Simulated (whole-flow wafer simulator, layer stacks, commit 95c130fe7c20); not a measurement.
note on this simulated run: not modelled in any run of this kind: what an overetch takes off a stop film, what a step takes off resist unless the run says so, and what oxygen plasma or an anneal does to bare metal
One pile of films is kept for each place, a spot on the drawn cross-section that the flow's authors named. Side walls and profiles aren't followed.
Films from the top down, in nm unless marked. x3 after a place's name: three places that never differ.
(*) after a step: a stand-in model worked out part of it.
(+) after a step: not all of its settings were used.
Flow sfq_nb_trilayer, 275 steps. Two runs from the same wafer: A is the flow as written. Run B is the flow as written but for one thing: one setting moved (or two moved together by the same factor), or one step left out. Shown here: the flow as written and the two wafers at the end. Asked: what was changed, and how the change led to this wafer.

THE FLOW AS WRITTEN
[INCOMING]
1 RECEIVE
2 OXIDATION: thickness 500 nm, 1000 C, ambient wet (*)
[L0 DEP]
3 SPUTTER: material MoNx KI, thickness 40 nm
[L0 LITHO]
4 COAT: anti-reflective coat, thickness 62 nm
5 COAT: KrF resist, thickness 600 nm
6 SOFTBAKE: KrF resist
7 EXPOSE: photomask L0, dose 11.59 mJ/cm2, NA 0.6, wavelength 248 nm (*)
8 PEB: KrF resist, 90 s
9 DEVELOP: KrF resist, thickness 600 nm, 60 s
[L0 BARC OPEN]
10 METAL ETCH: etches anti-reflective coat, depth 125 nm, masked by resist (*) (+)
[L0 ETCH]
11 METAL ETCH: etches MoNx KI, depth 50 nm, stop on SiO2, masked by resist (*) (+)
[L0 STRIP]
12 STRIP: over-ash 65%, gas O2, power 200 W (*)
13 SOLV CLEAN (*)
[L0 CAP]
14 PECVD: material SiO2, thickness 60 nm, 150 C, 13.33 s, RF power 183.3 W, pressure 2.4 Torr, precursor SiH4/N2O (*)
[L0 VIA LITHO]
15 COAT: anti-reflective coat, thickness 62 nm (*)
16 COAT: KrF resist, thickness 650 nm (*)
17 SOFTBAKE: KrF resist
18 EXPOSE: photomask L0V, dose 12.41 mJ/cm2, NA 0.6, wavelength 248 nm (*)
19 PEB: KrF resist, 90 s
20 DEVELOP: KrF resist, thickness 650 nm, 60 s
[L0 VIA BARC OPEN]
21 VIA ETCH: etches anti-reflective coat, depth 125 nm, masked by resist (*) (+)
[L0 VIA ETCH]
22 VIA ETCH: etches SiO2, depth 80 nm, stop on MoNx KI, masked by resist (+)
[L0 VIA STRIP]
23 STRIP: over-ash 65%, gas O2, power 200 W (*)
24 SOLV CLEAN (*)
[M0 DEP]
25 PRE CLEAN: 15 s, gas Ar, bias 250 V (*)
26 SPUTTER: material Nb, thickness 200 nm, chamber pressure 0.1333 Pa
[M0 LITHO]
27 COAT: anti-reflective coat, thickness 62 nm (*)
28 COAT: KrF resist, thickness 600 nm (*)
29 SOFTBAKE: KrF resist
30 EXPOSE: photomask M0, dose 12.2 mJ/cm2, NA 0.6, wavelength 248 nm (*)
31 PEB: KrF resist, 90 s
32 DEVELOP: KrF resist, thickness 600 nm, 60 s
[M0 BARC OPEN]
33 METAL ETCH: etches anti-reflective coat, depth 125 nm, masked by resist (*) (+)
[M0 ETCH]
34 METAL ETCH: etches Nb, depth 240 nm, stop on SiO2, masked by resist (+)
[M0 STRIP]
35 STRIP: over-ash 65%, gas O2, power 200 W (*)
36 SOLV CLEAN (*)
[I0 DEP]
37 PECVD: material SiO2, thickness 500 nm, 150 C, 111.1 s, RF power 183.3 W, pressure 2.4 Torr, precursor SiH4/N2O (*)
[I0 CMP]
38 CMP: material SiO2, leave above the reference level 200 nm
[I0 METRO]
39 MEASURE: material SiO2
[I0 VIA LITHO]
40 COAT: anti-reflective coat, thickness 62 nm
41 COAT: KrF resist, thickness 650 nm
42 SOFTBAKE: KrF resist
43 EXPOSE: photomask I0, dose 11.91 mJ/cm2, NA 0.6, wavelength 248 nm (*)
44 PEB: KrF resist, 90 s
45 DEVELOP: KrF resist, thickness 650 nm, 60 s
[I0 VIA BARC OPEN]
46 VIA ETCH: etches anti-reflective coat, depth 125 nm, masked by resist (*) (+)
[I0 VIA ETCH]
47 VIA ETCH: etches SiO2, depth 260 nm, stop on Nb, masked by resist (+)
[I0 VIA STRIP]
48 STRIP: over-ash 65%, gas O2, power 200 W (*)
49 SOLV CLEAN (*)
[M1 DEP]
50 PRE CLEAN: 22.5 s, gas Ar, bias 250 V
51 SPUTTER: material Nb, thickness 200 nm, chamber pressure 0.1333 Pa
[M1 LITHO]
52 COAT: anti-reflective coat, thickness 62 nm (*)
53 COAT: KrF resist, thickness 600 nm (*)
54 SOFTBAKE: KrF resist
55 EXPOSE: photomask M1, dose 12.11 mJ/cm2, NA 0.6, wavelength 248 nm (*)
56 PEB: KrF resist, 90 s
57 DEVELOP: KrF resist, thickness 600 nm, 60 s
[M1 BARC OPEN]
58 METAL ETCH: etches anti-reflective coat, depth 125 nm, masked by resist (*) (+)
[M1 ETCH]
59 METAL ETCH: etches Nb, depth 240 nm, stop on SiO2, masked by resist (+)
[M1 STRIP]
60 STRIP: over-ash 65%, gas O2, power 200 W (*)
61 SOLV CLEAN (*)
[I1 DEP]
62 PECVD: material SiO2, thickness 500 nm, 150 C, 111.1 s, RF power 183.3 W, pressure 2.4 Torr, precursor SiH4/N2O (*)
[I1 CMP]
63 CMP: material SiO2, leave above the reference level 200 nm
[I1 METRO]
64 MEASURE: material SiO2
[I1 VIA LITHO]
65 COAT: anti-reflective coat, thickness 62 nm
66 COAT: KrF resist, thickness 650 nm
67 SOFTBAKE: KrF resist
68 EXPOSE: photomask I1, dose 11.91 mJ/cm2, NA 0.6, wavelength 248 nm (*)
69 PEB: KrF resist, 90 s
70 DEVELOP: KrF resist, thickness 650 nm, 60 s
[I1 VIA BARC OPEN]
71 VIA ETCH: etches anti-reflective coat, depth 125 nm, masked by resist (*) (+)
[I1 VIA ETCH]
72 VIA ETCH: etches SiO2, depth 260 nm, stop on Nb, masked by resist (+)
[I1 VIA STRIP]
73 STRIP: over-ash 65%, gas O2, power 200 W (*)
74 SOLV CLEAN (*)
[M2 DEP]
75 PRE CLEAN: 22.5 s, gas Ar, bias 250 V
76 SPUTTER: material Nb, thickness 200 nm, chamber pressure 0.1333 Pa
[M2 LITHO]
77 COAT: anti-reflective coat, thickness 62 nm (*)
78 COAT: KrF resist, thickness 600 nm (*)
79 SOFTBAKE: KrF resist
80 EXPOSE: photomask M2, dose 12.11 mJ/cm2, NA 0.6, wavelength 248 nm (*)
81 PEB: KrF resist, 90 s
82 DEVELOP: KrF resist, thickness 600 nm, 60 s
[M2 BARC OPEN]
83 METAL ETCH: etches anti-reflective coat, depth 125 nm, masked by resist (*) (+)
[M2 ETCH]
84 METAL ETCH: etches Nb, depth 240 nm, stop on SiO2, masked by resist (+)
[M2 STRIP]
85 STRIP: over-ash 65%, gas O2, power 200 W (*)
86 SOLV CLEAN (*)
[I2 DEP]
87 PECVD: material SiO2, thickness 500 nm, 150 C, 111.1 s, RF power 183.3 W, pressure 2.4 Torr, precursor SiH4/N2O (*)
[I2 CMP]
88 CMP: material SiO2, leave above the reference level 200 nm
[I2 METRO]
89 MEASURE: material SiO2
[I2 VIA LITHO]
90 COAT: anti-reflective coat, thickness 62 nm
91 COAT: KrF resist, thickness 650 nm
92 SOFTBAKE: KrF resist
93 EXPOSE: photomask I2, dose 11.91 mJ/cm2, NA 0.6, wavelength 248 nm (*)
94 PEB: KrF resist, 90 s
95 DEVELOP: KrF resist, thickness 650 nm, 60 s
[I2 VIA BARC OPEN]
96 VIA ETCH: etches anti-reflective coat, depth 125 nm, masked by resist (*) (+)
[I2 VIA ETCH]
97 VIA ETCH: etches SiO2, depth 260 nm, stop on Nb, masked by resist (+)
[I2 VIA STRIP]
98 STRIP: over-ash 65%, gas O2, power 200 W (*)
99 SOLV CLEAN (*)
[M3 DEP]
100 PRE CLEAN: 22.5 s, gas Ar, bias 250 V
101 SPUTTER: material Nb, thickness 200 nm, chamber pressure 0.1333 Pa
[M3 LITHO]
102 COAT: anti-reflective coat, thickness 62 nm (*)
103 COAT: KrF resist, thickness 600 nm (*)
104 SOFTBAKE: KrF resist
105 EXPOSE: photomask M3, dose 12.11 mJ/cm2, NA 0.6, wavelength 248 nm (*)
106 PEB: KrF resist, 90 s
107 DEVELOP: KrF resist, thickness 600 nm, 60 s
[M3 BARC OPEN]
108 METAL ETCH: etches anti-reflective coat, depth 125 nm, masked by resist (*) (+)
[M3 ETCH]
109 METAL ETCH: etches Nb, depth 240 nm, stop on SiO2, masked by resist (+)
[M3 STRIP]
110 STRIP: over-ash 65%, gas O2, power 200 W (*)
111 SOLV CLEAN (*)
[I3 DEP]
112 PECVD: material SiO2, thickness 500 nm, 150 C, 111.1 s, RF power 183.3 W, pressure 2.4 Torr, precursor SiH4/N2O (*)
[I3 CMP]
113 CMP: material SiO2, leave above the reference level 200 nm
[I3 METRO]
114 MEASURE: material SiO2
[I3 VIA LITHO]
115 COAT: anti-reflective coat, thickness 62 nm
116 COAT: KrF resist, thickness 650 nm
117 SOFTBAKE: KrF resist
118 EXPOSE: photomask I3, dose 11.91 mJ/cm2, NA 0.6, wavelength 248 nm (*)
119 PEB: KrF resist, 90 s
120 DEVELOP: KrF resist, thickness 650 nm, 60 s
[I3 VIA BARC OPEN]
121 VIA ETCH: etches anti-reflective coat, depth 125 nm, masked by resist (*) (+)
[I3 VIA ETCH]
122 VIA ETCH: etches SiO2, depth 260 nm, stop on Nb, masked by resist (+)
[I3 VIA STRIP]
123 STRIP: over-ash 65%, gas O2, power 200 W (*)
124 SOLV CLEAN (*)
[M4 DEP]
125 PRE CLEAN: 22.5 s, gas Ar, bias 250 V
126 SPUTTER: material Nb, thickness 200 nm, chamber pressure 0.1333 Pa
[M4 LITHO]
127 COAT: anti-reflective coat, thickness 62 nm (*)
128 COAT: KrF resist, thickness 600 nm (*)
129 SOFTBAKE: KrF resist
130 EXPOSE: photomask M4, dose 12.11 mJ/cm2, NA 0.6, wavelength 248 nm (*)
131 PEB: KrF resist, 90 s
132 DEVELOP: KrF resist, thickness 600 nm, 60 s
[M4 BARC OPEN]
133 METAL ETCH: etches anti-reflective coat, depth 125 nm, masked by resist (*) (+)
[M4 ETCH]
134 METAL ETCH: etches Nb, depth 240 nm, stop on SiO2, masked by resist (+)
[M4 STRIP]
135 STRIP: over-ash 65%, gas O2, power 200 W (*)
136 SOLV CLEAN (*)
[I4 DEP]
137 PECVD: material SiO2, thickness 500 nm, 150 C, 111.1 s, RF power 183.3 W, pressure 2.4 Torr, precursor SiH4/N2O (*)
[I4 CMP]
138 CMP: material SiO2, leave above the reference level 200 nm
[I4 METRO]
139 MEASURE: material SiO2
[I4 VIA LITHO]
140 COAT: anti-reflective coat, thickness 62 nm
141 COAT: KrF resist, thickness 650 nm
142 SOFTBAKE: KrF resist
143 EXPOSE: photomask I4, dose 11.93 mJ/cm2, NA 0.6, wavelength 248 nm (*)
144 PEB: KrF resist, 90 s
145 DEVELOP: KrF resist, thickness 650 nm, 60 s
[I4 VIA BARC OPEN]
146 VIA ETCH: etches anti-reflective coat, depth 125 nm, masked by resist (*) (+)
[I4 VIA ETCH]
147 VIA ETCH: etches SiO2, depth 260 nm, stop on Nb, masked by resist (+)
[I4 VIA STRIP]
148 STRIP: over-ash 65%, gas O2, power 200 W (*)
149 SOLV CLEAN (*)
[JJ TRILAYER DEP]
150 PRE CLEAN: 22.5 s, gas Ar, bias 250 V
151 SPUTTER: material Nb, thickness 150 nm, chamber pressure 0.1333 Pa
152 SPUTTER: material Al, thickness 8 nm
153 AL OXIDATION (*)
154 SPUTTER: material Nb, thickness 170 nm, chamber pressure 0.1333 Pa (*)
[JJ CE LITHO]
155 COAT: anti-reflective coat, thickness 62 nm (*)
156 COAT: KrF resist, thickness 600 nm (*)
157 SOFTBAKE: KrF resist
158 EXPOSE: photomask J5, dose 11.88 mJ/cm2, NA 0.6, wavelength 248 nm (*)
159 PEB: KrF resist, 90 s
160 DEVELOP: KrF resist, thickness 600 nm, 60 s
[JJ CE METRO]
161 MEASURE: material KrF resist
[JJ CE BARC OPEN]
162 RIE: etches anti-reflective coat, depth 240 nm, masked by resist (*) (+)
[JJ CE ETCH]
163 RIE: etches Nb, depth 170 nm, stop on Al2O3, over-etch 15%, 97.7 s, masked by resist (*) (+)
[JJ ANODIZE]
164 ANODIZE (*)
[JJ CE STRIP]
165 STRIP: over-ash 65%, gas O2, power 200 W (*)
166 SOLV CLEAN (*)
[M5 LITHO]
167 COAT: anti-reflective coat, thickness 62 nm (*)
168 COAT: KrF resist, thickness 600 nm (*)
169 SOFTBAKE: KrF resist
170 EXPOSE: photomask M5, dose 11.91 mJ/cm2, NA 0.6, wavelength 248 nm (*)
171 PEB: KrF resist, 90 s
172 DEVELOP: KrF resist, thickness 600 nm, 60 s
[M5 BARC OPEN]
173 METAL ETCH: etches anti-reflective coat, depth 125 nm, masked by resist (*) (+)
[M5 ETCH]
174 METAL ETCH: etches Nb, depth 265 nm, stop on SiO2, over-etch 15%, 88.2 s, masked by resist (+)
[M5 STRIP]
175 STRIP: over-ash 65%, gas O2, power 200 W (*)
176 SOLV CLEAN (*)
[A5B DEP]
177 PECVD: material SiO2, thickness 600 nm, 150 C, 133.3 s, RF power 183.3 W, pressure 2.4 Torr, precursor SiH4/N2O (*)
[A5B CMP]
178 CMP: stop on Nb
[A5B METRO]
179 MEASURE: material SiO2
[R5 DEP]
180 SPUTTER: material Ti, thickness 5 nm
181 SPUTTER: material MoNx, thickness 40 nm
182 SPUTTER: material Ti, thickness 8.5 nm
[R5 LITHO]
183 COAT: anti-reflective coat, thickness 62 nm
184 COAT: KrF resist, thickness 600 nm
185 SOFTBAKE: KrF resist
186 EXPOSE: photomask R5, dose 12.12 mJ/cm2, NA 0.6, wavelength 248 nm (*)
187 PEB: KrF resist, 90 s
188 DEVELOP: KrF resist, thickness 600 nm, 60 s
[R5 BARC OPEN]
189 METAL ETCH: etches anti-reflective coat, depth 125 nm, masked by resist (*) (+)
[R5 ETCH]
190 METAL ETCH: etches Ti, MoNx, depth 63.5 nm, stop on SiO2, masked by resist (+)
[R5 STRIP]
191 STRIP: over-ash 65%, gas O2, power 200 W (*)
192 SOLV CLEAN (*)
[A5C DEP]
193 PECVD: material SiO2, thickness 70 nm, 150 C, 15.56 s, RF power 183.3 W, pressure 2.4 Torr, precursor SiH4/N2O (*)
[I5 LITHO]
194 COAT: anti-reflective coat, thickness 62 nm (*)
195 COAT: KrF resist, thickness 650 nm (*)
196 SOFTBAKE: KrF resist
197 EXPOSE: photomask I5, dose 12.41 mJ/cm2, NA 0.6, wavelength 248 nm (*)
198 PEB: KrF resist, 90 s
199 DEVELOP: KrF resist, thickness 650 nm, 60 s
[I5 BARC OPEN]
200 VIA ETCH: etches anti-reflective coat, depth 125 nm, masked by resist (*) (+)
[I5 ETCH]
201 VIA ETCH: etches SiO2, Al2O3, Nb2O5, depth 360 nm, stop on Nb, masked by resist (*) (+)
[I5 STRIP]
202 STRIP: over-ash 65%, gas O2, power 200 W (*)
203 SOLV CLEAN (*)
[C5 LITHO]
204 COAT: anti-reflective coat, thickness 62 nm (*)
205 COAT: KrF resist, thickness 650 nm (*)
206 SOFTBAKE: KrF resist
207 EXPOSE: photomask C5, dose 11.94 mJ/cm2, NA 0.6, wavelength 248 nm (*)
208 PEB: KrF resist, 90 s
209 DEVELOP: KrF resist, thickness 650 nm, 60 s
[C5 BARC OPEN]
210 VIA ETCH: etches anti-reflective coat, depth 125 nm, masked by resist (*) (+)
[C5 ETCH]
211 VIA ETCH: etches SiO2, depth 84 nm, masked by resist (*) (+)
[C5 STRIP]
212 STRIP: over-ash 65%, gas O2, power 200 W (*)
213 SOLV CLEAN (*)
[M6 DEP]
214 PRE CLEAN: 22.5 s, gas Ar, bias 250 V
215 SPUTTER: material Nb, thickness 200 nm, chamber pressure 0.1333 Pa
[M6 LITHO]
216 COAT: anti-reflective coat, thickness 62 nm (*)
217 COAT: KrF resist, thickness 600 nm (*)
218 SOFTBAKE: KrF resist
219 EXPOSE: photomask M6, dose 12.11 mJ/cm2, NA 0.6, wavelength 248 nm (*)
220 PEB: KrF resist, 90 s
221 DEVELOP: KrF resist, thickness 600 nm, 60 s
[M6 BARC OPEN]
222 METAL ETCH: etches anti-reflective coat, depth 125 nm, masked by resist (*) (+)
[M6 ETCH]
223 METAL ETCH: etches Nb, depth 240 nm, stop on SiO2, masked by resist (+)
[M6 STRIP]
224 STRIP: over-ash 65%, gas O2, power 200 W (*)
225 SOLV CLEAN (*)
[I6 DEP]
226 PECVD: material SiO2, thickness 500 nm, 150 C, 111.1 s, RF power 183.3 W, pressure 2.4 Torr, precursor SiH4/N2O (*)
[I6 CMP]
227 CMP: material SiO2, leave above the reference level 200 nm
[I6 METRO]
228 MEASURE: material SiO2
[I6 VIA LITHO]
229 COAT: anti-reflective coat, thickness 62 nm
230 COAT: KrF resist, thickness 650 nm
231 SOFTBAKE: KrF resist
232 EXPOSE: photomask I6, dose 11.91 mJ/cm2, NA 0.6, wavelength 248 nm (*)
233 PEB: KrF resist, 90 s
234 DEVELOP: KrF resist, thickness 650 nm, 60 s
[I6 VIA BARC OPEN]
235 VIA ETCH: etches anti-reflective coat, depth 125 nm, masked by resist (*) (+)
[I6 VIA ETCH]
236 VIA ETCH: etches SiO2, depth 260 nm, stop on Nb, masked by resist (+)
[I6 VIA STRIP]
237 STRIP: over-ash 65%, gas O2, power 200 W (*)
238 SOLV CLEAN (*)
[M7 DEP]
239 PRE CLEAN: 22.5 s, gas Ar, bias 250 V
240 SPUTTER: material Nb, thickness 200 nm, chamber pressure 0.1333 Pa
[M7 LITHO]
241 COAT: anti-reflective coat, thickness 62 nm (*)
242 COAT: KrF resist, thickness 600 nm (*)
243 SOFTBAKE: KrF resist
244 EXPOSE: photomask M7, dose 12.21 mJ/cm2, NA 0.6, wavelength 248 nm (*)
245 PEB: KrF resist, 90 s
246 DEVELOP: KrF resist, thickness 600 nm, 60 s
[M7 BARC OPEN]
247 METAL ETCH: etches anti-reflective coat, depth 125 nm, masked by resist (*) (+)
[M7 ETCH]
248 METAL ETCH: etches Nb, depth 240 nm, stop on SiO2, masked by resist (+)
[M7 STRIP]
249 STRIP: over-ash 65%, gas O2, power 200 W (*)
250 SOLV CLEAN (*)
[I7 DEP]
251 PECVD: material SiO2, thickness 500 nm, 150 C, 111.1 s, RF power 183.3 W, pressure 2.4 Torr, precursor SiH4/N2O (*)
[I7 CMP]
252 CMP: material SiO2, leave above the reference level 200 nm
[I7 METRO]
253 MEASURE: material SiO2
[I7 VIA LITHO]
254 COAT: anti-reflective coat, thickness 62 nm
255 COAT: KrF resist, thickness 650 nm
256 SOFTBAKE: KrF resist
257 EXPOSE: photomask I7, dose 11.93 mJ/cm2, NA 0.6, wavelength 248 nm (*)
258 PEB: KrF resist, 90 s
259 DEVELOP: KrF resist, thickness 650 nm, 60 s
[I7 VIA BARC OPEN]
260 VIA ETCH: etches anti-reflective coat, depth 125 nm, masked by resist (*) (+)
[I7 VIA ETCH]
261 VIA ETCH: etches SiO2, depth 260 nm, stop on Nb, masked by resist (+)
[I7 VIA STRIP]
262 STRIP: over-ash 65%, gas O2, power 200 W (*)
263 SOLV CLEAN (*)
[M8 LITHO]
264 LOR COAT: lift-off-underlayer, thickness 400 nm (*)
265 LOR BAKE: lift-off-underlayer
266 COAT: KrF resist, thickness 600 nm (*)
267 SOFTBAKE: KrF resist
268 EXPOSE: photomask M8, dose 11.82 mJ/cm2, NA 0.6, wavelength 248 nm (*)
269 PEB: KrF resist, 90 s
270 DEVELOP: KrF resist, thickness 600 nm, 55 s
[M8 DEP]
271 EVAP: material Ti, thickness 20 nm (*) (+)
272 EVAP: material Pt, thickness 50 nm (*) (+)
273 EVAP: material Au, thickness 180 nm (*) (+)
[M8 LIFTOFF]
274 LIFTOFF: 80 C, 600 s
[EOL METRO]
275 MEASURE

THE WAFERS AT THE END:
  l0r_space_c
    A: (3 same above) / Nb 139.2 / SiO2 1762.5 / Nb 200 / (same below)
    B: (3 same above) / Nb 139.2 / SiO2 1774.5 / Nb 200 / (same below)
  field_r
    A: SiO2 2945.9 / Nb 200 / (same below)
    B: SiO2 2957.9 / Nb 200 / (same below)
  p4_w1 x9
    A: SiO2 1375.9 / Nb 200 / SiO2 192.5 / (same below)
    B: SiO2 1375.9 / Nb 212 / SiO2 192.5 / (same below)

The cause: step 126, SPUTTER: thickness 212 nm was run, where the flow has thickness 200 nm.
It can be read off the wafer: p4_w1 x9 has Nb 212, and step 126 as written asks for 200 nm.

How the change led to this, step by step:
  126 SPUTTER: material Nb, thickness 200 nm, chamber pressure 0.1333 Pa
      field_l, v_sur, via_wl and 102 more: A Nb +200 (new film) | B Nb +212 (new film)
      via_v: A Nb +165.5 | B Nb +175.6
  134 METAL ETCH: etches Nb, depth 240 nm, stop on SiO2, masked by resist (+)
      field_l, be, be_sur and 64 more: A Nb -200 (all of it) | B Nb -212 (all of it)
  137 PECVD: material SiO2, thickness 500 nm, 150 C, 111.1 s, RF power 183.3 W, pressure 2.4 Torr, precursor SiH4/N2O (*)
      p3_s0 x6: A SiO2 +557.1 | B SiO2 +569.1
  138 CMP: material SiO2, leave above the reference level 200 nm
      field_l, be, be_sur and 55 more: A SiO2 -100 | B SiO2 -88
      lsp_r, l0_sur, l0v: A SiO2 -91.9 | B SiO2 -79.4
